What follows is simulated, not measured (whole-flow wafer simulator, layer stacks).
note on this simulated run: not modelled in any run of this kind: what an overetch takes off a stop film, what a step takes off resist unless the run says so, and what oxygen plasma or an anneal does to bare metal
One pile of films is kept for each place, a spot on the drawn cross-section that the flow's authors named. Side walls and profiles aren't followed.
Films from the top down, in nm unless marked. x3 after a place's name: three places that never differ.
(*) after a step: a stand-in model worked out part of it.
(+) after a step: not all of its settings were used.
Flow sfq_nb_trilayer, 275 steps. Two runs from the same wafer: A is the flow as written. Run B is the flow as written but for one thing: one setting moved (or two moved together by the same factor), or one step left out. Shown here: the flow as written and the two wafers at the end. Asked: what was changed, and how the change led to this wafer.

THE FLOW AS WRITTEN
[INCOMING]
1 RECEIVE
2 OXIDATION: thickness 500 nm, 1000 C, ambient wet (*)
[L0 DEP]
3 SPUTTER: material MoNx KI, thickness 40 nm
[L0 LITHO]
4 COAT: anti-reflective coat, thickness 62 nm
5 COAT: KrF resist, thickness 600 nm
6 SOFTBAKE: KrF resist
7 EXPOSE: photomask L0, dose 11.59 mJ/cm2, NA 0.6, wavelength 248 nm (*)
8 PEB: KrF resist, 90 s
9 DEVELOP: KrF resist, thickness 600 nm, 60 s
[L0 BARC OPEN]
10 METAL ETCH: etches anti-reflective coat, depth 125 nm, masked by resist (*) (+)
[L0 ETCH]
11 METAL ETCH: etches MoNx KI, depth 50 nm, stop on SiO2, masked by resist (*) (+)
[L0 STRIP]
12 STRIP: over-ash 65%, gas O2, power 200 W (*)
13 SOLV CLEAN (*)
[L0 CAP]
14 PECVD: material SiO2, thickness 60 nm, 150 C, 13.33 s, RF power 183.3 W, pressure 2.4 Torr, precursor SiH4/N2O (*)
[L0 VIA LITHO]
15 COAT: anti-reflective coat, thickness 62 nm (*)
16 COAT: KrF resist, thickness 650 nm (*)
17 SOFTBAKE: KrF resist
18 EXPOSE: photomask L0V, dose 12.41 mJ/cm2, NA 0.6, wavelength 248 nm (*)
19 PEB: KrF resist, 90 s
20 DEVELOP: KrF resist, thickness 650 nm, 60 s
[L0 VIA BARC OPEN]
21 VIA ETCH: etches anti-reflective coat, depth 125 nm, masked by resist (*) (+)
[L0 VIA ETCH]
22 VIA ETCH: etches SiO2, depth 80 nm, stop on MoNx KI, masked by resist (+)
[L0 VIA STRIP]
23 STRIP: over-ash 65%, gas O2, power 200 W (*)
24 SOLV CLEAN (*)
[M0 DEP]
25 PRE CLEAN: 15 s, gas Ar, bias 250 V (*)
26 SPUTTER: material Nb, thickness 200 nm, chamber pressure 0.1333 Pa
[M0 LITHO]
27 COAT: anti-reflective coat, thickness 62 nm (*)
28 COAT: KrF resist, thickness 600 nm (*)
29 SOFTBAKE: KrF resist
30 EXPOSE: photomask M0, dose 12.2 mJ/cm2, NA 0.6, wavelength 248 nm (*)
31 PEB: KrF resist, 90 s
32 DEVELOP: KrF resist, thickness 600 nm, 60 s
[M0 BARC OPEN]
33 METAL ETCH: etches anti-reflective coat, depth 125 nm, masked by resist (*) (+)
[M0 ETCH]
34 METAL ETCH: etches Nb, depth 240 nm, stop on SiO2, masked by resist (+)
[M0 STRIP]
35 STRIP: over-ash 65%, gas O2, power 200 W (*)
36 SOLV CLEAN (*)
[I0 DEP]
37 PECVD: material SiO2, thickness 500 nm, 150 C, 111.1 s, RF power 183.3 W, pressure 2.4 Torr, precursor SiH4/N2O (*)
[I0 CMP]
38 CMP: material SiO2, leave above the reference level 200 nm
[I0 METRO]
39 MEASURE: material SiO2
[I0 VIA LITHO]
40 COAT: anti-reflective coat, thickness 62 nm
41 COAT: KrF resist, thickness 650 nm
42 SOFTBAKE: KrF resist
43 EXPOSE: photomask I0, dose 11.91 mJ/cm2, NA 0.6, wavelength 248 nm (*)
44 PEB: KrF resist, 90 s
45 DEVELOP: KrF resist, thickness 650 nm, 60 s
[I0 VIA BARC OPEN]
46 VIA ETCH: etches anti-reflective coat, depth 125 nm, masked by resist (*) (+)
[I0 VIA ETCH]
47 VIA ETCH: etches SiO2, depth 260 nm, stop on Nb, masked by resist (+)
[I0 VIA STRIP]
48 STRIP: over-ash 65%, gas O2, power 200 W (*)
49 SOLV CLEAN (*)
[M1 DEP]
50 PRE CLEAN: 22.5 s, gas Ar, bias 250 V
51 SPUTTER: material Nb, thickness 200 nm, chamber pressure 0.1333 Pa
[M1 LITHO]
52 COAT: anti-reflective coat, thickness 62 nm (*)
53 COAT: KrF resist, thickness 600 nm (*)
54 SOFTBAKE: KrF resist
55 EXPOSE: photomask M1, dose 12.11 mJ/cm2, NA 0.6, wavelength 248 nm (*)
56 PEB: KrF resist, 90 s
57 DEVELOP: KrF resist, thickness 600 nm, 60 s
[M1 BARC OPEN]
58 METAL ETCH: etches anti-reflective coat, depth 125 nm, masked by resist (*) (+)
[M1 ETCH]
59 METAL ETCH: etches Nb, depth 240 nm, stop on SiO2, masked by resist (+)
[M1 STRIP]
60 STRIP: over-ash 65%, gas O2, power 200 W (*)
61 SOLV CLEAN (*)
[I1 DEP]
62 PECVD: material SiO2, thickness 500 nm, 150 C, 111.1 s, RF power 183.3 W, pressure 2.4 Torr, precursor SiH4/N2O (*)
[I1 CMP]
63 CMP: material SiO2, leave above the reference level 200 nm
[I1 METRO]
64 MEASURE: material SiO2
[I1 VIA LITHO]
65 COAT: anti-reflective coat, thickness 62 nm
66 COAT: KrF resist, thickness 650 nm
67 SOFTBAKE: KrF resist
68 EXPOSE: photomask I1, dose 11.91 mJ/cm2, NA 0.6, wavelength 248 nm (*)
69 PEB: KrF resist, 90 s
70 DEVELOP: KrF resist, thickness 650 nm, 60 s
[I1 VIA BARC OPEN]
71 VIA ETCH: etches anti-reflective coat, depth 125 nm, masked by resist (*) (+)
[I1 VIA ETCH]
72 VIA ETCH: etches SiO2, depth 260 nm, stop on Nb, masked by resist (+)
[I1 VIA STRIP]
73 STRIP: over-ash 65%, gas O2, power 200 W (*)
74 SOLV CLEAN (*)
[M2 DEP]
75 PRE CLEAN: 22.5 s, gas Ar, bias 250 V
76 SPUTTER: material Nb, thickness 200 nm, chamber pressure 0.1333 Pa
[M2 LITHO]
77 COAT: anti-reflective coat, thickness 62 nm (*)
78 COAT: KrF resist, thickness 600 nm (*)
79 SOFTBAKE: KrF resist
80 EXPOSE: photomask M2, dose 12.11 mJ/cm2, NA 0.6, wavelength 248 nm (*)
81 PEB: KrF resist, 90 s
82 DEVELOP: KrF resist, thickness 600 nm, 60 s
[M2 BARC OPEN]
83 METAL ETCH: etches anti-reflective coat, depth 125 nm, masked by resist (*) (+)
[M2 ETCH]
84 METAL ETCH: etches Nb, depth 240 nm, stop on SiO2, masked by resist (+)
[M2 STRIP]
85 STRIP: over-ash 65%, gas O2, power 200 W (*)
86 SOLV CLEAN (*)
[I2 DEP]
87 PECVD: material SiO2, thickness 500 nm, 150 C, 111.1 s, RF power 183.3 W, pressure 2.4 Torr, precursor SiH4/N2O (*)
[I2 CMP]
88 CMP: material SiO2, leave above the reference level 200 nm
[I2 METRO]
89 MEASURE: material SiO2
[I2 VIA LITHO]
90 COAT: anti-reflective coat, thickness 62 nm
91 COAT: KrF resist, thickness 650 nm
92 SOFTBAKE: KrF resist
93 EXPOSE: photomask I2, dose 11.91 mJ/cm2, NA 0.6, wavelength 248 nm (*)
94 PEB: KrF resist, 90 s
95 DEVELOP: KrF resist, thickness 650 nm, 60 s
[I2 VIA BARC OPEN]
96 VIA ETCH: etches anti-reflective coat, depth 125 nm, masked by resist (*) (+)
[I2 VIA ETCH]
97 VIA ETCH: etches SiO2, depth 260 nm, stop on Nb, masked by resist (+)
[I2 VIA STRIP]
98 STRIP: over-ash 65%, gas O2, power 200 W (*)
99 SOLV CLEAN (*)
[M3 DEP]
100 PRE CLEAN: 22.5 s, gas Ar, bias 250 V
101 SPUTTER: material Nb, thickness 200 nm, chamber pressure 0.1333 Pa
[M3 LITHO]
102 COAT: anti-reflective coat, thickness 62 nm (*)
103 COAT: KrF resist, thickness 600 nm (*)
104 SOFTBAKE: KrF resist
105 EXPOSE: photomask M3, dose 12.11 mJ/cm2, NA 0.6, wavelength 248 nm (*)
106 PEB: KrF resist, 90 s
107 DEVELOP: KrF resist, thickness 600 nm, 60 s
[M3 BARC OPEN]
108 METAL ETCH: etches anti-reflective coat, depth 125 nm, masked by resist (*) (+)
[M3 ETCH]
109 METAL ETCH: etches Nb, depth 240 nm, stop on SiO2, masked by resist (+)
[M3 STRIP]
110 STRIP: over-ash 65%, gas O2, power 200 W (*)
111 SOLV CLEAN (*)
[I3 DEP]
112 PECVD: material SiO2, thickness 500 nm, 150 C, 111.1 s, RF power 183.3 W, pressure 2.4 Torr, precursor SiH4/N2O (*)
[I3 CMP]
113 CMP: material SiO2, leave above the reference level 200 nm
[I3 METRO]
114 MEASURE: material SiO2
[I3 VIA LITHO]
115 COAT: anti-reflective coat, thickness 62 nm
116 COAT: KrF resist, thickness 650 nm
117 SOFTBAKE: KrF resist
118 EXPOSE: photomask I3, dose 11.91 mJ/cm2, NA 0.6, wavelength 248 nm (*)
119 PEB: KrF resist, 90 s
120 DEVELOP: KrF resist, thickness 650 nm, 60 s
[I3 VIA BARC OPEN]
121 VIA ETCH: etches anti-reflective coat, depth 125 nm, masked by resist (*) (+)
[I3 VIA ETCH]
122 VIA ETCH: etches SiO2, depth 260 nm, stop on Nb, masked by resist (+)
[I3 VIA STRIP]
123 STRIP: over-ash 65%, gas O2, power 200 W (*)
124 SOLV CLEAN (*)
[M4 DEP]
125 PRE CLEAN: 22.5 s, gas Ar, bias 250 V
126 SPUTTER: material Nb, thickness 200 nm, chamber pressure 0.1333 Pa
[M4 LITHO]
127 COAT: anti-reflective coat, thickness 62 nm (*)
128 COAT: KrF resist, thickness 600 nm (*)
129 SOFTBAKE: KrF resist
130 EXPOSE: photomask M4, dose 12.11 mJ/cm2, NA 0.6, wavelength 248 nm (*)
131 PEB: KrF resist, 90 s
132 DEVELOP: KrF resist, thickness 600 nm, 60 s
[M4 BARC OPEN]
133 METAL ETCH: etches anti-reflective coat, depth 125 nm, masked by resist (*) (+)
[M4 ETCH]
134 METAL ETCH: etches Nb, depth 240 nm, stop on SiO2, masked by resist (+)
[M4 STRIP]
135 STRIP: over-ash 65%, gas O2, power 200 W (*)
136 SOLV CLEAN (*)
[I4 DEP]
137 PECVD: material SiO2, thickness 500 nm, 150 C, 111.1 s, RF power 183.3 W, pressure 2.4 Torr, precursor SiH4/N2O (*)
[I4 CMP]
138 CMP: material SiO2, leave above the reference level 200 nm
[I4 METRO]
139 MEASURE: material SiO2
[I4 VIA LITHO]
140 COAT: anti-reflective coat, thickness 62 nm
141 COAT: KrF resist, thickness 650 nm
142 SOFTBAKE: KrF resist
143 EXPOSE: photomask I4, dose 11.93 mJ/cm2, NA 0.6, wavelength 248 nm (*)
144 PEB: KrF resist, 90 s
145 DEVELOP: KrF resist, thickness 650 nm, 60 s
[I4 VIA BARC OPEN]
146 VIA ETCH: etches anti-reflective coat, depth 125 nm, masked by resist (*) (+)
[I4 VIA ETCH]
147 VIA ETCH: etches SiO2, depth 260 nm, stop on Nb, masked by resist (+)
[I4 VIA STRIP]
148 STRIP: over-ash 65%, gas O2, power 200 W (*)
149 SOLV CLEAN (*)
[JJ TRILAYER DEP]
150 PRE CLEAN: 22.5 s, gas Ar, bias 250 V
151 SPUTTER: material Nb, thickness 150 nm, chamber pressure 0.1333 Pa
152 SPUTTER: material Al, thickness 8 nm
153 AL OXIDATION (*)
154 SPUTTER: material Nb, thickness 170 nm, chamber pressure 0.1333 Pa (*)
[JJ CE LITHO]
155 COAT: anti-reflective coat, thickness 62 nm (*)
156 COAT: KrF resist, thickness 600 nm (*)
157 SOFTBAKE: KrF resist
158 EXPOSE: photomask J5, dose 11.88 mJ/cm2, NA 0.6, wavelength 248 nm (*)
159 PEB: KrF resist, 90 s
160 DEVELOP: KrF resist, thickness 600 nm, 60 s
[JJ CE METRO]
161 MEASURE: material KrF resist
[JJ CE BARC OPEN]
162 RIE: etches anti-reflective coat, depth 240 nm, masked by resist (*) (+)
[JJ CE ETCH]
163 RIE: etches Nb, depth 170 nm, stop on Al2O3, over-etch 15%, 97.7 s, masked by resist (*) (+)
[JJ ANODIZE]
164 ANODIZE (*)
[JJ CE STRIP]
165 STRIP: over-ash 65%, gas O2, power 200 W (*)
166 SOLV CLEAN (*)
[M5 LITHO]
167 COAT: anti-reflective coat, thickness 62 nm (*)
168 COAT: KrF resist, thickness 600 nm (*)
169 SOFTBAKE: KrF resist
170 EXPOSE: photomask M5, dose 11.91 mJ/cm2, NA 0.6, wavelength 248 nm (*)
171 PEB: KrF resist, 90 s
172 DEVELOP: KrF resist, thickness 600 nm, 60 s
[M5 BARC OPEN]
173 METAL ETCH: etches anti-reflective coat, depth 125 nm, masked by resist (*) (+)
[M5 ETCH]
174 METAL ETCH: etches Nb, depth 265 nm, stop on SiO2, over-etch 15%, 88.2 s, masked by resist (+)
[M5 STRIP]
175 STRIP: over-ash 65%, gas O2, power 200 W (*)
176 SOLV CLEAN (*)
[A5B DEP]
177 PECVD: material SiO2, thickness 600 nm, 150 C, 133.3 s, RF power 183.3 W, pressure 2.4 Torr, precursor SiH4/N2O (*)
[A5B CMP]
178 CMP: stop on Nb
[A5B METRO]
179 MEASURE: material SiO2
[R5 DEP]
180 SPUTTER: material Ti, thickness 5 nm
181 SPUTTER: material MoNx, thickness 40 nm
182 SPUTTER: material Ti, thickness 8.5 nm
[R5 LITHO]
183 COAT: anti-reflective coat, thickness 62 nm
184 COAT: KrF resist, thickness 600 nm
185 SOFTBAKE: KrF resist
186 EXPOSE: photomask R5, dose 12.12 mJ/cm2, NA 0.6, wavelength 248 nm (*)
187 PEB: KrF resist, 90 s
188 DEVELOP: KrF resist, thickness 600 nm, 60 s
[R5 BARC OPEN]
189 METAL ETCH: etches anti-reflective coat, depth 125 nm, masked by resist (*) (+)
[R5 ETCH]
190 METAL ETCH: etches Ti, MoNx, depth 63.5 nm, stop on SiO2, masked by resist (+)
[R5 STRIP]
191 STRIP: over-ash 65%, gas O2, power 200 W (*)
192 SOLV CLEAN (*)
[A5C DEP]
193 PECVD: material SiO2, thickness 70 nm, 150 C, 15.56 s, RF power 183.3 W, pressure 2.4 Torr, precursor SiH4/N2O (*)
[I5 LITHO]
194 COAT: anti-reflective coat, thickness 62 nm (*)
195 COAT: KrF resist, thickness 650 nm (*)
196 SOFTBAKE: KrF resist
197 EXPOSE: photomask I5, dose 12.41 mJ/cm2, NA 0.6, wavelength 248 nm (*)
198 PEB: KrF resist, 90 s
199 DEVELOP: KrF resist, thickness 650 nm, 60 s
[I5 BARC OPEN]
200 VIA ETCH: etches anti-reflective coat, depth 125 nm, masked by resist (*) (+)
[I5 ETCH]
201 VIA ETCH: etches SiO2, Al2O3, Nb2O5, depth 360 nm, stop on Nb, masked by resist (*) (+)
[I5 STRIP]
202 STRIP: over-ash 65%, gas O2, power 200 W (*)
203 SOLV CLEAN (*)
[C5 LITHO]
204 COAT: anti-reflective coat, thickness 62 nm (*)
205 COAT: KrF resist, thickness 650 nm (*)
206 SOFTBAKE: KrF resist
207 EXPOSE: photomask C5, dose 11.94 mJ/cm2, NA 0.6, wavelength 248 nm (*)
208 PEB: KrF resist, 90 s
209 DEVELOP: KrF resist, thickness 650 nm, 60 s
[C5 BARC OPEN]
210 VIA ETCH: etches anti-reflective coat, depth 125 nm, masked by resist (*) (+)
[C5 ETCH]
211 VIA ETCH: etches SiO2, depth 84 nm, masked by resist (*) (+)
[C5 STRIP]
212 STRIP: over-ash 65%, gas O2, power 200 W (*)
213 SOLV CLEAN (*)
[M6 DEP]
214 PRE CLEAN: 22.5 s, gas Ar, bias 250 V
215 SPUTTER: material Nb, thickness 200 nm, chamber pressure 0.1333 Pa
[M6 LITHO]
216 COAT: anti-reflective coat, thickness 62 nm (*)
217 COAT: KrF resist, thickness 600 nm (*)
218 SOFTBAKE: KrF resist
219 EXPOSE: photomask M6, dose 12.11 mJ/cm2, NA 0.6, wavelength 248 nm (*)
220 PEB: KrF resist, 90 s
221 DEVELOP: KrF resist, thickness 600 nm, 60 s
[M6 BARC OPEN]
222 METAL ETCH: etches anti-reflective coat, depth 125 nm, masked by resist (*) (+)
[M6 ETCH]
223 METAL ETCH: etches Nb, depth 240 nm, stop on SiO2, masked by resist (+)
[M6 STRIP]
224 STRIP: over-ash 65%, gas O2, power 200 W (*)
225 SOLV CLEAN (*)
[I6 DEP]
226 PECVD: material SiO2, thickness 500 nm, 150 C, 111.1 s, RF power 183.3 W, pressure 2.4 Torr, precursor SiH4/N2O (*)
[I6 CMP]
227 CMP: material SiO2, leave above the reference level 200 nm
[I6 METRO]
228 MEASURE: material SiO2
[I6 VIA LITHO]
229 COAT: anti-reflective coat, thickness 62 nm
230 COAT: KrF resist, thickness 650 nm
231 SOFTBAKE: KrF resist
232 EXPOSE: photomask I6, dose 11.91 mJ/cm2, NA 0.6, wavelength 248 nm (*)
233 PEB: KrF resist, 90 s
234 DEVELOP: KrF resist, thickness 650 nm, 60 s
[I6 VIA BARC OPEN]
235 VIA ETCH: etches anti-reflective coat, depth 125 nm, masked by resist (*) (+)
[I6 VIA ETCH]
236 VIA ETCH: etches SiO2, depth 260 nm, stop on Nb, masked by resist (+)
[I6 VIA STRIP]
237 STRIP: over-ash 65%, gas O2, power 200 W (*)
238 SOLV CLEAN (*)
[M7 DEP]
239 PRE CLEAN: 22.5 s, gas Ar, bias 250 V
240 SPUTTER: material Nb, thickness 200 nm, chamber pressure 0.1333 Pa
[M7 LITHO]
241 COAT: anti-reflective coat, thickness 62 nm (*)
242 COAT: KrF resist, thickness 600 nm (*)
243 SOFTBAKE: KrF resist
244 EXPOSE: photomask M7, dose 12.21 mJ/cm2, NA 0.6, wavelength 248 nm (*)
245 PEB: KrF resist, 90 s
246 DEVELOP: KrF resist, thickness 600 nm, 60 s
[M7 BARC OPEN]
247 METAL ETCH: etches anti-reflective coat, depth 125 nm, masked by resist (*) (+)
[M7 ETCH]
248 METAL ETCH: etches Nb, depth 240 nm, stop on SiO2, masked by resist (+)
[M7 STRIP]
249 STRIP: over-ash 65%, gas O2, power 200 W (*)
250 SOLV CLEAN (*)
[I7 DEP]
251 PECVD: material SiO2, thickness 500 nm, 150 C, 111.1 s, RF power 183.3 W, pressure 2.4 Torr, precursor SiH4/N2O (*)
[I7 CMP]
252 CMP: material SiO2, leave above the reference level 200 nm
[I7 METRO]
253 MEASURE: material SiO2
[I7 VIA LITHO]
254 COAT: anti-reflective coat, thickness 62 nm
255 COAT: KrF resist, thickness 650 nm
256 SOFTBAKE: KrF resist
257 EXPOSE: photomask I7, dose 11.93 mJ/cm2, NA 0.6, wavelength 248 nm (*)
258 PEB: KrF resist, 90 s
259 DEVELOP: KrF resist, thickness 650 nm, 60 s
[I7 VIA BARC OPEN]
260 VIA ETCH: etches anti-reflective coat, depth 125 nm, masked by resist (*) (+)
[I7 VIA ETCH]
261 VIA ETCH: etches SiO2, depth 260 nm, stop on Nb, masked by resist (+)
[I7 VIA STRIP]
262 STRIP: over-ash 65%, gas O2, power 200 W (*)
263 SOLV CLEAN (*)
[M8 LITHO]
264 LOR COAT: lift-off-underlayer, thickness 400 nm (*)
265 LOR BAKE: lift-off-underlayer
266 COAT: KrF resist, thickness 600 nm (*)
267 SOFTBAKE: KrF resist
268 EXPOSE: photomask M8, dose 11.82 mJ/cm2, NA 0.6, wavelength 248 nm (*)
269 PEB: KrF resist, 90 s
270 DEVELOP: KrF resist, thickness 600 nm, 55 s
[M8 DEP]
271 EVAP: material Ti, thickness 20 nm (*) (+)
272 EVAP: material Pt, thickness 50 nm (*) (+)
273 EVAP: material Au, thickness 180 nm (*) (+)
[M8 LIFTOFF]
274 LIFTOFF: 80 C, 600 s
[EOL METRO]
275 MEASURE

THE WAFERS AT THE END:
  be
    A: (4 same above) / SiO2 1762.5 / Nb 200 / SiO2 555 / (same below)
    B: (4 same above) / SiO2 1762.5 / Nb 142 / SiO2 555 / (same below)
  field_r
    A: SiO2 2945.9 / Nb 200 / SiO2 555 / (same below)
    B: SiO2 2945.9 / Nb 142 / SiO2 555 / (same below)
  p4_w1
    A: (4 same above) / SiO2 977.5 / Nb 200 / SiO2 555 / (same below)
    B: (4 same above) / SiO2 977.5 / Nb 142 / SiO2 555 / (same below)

The cause: step 26, SPUTTER: thickness 142 nm was run, where the flow has thickness 200 nm.
It can be read off the wafer: be has Nb 142, and step 26 as written asks for 200 nm.

How the change led to this, step by step:
  26 SPUTTER: material Nb, thickness 200 nm, chamber pressure 0.1333 Pa
      field_l, via_wl, via_w and 101 more: A Nb +200 (new film) | B Nb +142 (new film)
      v_sur: A Nb +200 (new film) | B Nb +139.8 (new film)
      (and at 1 more place)
  34 METAL ETCH: etches Nb, depth 240 nm, stop on SiO2, masked by resist (+)
      field_l, v_sur, via_wl and 100 more: A KrF resist -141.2 | B KrF resist -125.3
      moat, m0r_space_l, m0r_space_r: A Nb -200 (all of it) | B Nb -142 (all of it)
  35 STRIP: over-ash 65%, gas O2, power 200 W (*)
      p4_fl, p4_fm, p4_w1 and 68 more: A KrF resist -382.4 (all of it), anti-reflective coat -62 (all of it) | B KrF resist -398.3 (all of it), anti-reflective coat -62 (all of it)
      c5j, ce_r, sp_r, r_sur, res: A KrF resist -389 (all of it), anti-reflective coat -63.6 (all of it) | B KrF resist -404.9 (all of it), anti-reflective coat -63.6 (all of it)
      (and at 27 more places)
  37 PECVD: material SiO2, thickness 500 nm, 150 C, 111.1 s, RF power 183.3 W, pressure 2.4 Torr, precursor SiH4/N2O (*)
      moat, m0r_space_l, m0r_space_r: A SiO2 +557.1 | B SiO2 +500
